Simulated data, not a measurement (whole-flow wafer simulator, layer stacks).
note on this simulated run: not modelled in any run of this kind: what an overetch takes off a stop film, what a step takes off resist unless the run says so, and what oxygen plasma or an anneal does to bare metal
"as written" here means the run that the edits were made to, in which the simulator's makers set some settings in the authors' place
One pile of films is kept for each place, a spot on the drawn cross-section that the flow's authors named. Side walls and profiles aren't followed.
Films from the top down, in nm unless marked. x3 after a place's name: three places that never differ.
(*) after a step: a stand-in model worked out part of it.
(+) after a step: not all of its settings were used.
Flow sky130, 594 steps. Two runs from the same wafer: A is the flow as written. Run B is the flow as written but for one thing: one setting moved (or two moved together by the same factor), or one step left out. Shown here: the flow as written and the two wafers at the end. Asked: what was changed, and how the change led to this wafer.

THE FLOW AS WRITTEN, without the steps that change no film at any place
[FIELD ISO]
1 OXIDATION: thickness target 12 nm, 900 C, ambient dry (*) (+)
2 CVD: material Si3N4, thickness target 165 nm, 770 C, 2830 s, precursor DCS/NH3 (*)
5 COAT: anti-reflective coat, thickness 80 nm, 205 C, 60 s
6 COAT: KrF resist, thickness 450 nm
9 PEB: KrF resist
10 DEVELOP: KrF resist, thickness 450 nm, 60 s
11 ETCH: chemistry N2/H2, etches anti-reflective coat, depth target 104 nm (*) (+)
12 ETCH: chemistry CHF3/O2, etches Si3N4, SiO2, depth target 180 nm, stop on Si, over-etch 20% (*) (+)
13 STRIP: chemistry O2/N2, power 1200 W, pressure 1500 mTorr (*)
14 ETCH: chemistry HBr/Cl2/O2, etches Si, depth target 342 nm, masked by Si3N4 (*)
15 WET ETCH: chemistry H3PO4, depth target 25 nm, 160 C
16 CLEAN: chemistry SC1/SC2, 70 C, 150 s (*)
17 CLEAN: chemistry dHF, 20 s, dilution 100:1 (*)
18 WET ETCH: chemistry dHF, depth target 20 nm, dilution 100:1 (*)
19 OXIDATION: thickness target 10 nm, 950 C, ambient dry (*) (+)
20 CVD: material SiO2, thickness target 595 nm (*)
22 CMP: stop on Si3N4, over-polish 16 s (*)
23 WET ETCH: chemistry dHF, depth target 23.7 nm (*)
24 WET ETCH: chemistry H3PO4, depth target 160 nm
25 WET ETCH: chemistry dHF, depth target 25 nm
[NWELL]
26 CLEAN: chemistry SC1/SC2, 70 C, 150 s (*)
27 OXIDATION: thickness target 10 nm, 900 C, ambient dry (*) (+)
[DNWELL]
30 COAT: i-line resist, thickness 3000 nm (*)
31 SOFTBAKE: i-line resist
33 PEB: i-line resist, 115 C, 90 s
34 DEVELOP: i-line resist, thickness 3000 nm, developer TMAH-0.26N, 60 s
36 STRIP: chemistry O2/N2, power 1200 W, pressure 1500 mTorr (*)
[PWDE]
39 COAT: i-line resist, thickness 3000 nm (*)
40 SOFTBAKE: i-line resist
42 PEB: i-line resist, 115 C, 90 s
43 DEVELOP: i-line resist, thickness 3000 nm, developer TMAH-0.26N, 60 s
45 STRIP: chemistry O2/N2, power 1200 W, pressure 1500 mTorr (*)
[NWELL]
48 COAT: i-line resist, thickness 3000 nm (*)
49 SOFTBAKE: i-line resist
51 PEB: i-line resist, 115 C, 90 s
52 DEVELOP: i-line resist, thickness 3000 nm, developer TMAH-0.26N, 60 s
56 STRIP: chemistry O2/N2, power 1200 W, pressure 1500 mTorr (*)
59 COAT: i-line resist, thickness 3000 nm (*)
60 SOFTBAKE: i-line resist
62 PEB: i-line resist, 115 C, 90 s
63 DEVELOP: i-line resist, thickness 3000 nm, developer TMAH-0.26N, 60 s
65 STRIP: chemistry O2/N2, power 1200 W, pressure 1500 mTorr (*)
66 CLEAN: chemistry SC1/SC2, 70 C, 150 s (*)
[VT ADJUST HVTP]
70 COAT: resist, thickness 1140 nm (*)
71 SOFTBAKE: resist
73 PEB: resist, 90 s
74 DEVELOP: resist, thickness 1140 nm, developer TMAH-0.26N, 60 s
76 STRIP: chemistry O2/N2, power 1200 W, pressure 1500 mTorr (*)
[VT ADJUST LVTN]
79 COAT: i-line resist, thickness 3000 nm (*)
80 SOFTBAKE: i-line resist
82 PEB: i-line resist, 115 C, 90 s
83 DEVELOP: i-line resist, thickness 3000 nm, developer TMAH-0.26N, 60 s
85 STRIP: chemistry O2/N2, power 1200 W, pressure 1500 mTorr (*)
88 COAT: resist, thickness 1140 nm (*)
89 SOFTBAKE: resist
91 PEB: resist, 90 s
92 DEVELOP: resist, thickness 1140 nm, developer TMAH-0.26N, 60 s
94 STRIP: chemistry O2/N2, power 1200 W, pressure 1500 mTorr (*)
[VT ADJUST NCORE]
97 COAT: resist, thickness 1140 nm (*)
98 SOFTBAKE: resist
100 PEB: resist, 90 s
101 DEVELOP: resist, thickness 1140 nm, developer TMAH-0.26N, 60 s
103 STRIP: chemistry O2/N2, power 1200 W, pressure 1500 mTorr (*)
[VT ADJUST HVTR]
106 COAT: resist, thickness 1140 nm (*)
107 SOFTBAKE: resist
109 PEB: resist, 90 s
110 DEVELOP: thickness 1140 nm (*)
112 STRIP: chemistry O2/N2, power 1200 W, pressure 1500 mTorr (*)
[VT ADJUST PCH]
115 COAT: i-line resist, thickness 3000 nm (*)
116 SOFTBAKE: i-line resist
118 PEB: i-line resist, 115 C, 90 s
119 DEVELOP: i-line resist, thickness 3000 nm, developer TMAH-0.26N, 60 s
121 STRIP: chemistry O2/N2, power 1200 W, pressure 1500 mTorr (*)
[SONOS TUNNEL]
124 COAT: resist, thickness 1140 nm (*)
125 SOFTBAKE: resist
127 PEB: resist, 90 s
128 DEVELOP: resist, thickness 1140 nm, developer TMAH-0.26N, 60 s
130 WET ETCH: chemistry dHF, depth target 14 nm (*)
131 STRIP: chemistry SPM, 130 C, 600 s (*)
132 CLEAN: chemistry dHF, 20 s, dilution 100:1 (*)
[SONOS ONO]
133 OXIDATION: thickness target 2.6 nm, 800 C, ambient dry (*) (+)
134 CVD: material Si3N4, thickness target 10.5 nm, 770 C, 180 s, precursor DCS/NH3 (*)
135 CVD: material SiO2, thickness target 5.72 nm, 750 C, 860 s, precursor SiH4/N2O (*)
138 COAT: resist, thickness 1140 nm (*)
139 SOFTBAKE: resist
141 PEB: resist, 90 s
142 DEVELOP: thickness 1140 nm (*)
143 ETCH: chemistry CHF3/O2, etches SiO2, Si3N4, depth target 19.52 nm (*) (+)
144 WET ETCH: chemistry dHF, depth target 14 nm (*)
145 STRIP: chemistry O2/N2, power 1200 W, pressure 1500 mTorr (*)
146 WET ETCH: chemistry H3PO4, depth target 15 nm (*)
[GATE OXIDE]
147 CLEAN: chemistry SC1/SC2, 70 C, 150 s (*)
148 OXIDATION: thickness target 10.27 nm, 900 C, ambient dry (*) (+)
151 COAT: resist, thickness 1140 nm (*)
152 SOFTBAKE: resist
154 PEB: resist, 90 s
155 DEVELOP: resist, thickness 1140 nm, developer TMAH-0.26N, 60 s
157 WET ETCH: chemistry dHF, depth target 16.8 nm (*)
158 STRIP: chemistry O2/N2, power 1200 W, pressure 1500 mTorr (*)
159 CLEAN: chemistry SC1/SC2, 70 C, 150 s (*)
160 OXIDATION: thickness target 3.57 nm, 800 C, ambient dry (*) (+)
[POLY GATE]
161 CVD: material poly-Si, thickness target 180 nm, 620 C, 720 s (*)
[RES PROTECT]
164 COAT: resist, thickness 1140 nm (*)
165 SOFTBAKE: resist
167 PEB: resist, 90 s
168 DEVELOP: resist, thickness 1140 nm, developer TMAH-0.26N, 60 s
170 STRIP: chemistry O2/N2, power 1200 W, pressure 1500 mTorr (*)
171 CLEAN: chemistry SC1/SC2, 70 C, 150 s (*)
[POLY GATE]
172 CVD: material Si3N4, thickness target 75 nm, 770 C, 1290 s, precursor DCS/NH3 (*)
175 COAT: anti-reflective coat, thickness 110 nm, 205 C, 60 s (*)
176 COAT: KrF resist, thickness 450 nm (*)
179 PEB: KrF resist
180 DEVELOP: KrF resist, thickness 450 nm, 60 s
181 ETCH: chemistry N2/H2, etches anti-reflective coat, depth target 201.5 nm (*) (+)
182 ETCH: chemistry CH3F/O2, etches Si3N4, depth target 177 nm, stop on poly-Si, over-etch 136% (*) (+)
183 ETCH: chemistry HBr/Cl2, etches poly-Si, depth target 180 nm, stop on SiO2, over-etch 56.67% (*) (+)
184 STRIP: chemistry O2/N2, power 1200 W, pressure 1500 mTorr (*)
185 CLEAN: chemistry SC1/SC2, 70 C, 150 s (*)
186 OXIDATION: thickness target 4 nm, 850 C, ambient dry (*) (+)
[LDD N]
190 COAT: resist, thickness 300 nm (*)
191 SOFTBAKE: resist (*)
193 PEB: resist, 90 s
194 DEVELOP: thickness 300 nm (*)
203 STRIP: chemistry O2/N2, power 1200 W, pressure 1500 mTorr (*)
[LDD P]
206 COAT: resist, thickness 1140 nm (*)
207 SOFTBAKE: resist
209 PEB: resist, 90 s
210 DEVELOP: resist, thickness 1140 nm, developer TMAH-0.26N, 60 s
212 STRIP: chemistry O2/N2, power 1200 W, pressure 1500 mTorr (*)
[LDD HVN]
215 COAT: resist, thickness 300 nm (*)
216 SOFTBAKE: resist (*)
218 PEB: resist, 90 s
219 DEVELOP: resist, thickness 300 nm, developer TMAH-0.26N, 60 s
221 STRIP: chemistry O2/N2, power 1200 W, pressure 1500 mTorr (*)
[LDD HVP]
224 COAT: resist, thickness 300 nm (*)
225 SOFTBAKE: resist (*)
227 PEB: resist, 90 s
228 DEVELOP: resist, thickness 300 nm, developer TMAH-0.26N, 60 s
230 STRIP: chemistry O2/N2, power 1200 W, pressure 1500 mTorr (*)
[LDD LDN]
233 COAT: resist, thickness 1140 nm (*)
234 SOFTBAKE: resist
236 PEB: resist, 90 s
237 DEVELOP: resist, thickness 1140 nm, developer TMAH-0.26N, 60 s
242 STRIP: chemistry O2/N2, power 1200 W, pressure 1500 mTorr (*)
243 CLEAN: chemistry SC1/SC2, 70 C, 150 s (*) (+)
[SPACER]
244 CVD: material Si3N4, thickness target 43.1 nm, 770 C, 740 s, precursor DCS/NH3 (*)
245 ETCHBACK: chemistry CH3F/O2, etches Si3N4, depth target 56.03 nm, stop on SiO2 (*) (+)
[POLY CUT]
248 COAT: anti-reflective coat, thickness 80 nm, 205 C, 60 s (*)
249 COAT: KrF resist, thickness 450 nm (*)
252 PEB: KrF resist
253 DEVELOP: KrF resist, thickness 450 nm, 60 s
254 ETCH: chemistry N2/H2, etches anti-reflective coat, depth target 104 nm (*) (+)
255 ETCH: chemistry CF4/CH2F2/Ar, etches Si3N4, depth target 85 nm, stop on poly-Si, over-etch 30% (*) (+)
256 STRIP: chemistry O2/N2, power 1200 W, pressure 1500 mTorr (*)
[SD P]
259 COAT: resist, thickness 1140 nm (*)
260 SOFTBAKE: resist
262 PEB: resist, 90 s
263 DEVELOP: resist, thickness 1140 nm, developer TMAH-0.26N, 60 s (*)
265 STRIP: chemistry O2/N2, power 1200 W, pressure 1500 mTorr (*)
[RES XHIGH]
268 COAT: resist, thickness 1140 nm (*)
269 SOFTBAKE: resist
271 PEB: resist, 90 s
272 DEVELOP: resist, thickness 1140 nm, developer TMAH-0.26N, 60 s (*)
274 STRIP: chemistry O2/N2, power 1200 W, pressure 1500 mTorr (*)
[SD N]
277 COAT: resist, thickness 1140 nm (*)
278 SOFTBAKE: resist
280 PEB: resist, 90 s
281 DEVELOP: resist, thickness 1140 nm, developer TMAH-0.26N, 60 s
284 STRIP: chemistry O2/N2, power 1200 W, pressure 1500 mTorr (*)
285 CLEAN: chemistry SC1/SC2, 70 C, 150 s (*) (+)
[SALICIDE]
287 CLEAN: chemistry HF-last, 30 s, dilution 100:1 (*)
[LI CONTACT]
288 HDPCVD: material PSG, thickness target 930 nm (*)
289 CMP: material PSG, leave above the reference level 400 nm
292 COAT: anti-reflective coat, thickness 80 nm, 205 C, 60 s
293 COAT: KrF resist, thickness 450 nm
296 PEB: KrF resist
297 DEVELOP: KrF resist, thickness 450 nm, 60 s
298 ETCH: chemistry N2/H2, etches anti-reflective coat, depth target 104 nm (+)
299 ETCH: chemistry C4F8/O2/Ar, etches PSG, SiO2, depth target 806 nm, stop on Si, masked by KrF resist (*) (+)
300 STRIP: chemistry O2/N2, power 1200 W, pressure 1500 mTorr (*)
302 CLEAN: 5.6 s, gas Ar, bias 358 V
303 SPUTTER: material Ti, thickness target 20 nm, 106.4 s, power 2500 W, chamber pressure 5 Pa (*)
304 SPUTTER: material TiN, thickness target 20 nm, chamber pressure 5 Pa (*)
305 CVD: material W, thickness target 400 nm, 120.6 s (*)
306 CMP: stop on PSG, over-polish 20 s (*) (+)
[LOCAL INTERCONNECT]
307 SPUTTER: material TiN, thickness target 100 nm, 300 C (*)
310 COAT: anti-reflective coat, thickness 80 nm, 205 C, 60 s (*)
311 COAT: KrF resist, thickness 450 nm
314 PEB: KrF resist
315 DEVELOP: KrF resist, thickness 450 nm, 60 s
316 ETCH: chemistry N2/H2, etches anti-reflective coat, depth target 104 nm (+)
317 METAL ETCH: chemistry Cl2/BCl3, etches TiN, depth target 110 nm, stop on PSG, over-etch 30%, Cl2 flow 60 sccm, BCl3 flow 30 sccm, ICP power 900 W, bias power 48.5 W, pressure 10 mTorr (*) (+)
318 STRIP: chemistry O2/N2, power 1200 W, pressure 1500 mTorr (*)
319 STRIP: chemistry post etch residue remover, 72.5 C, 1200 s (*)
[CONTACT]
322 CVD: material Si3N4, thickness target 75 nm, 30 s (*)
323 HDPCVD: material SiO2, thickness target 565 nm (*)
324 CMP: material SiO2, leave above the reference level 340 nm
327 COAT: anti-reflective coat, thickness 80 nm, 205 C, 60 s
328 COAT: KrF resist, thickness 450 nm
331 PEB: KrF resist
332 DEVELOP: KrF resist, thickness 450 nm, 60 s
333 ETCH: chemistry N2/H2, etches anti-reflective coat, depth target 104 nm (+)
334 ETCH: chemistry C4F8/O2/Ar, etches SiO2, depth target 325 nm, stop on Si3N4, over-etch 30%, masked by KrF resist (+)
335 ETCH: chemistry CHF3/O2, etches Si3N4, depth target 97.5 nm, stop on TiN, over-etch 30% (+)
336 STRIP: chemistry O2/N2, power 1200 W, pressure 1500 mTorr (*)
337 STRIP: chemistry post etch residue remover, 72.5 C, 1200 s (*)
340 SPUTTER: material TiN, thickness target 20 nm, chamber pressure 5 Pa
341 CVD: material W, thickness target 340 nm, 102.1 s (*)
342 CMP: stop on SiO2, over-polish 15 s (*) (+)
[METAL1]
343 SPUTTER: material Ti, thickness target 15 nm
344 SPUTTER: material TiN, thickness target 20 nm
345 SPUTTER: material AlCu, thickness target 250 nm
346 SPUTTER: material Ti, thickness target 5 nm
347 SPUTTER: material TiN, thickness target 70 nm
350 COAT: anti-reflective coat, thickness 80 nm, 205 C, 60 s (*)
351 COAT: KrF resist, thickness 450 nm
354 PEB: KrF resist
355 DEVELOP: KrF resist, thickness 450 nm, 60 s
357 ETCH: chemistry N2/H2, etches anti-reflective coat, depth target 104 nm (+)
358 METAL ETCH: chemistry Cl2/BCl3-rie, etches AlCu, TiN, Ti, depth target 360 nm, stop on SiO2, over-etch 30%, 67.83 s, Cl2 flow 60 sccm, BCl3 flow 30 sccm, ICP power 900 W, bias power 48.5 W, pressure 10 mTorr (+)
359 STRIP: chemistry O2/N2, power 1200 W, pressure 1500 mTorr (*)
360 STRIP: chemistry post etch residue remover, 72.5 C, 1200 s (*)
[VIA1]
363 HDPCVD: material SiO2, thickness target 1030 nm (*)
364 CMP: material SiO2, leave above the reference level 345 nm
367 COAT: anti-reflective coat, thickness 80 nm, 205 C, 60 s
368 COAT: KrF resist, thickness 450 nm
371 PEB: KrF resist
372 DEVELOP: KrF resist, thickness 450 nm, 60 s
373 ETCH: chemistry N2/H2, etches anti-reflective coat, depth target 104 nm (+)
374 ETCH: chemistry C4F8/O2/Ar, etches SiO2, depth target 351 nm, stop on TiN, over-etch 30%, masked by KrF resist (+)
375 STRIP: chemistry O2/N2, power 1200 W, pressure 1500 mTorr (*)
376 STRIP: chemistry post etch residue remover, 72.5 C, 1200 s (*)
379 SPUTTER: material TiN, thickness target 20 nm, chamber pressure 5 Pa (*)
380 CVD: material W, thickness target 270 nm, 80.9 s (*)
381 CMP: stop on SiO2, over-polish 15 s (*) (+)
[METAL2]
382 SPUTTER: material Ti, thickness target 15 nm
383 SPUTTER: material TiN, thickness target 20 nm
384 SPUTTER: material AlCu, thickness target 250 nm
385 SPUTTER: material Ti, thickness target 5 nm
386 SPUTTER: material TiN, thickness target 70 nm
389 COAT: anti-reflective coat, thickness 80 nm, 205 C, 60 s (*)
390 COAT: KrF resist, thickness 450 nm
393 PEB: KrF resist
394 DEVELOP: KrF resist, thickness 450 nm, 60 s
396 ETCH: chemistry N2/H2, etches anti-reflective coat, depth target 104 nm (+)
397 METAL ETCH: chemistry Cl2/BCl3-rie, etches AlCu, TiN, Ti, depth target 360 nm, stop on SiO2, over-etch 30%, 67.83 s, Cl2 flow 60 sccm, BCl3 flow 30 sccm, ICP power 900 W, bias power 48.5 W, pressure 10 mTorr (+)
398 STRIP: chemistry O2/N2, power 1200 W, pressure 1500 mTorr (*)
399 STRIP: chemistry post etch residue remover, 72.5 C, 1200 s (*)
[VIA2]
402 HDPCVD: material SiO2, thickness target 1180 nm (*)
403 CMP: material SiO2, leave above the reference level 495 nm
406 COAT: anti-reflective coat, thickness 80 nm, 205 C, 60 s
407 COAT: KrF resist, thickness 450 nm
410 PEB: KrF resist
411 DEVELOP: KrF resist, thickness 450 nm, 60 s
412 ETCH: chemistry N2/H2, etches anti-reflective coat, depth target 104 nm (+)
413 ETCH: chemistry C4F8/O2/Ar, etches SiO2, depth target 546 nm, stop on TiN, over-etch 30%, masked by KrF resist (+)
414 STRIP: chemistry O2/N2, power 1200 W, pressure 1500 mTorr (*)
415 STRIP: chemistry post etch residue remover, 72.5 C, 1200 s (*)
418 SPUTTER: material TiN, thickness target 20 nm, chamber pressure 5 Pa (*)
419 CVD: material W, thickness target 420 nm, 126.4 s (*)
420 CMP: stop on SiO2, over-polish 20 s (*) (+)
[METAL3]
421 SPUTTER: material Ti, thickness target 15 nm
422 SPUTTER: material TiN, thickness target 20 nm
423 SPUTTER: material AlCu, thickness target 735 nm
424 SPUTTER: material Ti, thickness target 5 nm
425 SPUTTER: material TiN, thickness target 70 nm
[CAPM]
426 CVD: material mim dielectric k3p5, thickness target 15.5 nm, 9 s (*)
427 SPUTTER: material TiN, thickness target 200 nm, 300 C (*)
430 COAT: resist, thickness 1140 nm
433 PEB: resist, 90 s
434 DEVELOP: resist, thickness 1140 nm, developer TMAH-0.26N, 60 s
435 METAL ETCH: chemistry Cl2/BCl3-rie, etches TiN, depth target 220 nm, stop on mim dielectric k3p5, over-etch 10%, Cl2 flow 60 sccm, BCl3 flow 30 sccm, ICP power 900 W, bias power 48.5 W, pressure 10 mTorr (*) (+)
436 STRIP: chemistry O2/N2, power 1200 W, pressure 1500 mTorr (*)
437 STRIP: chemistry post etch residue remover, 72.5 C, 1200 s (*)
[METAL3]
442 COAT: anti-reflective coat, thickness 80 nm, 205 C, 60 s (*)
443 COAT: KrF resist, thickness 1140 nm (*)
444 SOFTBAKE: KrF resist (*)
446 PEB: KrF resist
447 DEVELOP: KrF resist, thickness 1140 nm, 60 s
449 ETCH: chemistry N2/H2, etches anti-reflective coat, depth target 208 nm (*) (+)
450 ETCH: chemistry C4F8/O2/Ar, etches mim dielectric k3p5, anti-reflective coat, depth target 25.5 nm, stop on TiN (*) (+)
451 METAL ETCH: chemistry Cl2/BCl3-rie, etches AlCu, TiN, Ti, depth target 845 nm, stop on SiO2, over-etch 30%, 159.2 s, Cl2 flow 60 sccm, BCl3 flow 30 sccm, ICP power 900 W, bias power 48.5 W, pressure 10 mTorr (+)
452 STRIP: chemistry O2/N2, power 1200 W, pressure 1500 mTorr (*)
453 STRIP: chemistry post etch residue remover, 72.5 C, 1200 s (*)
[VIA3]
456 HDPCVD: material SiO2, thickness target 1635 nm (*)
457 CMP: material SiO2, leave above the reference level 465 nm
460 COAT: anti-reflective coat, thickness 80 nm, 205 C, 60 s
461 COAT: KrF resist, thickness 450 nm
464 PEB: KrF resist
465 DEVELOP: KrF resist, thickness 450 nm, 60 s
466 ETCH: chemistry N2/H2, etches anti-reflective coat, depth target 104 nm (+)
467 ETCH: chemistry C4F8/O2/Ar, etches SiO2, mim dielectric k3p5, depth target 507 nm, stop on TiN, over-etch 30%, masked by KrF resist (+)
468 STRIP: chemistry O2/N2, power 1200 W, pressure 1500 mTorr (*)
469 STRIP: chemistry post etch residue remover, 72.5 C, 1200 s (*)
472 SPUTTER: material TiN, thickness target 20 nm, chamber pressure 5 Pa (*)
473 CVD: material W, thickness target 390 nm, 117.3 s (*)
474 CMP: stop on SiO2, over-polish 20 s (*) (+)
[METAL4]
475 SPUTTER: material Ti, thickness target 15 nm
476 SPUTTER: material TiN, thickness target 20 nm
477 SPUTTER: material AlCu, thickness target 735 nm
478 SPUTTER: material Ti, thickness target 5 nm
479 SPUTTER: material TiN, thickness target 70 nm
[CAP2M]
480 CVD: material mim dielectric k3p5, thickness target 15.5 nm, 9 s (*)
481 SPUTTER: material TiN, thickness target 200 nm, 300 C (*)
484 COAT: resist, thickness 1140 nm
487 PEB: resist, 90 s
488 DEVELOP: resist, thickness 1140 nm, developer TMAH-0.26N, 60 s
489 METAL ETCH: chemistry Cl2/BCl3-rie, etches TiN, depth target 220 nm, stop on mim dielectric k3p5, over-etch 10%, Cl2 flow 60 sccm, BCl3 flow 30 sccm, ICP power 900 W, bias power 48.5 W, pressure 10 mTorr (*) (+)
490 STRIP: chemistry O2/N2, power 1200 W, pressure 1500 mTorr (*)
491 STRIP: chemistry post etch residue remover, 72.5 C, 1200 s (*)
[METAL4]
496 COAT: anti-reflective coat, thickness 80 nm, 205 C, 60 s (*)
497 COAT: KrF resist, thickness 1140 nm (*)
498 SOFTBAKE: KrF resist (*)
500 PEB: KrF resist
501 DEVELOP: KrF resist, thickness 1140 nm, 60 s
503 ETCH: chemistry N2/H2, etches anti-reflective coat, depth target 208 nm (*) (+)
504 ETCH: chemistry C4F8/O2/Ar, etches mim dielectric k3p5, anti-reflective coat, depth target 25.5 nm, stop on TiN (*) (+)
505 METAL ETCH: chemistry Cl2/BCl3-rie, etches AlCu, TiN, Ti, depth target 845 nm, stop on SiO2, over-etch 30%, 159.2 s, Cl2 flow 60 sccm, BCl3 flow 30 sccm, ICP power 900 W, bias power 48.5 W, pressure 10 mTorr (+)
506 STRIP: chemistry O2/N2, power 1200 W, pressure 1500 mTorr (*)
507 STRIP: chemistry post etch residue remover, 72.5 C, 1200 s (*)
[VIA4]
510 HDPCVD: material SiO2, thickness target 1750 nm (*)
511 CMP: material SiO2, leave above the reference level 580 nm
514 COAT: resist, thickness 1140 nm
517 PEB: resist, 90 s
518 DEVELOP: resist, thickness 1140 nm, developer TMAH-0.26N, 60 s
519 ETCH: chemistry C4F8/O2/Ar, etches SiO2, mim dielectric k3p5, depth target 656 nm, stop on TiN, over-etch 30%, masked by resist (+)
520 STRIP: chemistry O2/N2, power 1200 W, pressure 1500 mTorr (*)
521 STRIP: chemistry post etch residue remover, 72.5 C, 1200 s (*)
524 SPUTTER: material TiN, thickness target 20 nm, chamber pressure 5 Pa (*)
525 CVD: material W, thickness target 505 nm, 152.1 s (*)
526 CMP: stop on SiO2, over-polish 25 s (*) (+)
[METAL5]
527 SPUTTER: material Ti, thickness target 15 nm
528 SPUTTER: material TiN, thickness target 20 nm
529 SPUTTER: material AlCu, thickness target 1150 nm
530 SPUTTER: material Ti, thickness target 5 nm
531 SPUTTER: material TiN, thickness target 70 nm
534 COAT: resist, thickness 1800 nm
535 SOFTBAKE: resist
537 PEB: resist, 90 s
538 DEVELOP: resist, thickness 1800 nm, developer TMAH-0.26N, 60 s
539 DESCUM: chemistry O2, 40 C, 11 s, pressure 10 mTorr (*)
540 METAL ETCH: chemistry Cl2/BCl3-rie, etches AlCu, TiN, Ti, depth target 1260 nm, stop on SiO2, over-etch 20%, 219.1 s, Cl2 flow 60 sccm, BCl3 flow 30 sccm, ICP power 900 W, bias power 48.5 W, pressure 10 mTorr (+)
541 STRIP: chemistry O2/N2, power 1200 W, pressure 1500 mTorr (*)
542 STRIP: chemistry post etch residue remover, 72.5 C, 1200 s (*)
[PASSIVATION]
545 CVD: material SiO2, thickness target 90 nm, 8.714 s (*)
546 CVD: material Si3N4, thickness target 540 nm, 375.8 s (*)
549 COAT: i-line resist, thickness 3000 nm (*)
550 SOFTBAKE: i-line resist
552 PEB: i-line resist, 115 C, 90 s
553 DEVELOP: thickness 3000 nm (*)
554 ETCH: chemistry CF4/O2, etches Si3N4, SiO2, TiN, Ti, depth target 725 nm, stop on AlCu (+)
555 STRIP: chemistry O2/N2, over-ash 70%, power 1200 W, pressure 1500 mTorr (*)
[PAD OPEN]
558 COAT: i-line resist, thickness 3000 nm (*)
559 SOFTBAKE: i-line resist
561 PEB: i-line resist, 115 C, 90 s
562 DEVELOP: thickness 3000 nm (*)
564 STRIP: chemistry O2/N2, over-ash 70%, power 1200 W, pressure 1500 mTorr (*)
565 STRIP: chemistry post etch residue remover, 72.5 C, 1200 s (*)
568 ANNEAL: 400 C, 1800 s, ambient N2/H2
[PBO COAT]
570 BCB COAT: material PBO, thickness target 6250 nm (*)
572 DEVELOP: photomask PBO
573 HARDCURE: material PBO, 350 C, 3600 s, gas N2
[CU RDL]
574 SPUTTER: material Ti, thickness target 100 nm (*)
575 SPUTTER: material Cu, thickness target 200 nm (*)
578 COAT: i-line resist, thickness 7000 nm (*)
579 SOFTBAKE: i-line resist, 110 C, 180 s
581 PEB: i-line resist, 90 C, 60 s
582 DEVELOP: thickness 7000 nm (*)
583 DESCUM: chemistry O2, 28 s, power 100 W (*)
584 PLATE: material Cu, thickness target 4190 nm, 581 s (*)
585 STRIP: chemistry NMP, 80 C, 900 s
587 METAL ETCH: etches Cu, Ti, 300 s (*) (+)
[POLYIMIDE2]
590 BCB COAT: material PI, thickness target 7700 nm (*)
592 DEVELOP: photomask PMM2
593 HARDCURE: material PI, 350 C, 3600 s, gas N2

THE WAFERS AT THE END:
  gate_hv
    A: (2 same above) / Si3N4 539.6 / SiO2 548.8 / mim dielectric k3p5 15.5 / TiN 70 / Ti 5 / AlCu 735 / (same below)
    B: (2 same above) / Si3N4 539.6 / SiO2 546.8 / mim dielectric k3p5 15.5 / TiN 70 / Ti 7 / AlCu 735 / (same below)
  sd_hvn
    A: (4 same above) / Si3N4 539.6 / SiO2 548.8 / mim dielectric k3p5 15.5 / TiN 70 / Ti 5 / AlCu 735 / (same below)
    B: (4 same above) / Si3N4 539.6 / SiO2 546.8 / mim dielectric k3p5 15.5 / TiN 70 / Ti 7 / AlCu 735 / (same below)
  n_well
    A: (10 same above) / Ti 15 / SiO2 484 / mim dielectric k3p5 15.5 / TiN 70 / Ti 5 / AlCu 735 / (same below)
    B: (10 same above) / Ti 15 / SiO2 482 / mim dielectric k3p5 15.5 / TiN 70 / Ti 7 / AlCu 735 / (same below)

The cause: step 478, SPUTTER: thickness target 7 nm was run, where the flow has thickness target 5 nm.
It can be read off the wafer: gate_hv has Ti 7, and step 478 as written asks for 5 nm.

How the change led to this, step by step:
  478 SPUTTER: material Ti, thickness target 5 nm
      field, active, n_well and 189 more: A Ti +5 (new film) | B Ti +7 (new film)
  505 METAL ETCH: chemistry Cl2/BCl3-rie, etches AlCu, TiN, Ti, depth target 845 nm, stop on SiO2, over-etch 30%, 159.2 s, Cl2 flow 60 sccm, BCl3 flow 30 sccm, ICP power 900 W, bias power 48.5 W, pressure 10 mTorr (+)
      field, active, gate and 66 more: A TiN -70 (all of it), Ti -5 (all of it), AlCu -735 (all of it), TiN -20 (all of it), Ti -15 (all of it), SiO2 -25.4 | B TiN -70 (all of it), Ti -7 (all of it), AlCu -735 (all of it), TiN -20 (all of it), Ti -15 (all of it), SiO2 -25.2
      vpp_iso1, m1_ln, rpo_hd and 6 more: A TiN -70 (all of it), Ti -5 (all of it), AlCu -735 (all of it), TiN -20 (all of it), Ti -15 (all of it), SiO2 -25.3 | B TiN -70 (all of it), Ti -7 (all of it), AlCu -735 (all of it), TiN -20 (all of it), Ti -15 (all of it), SiO2 -25.1
      (and at 10 more places)
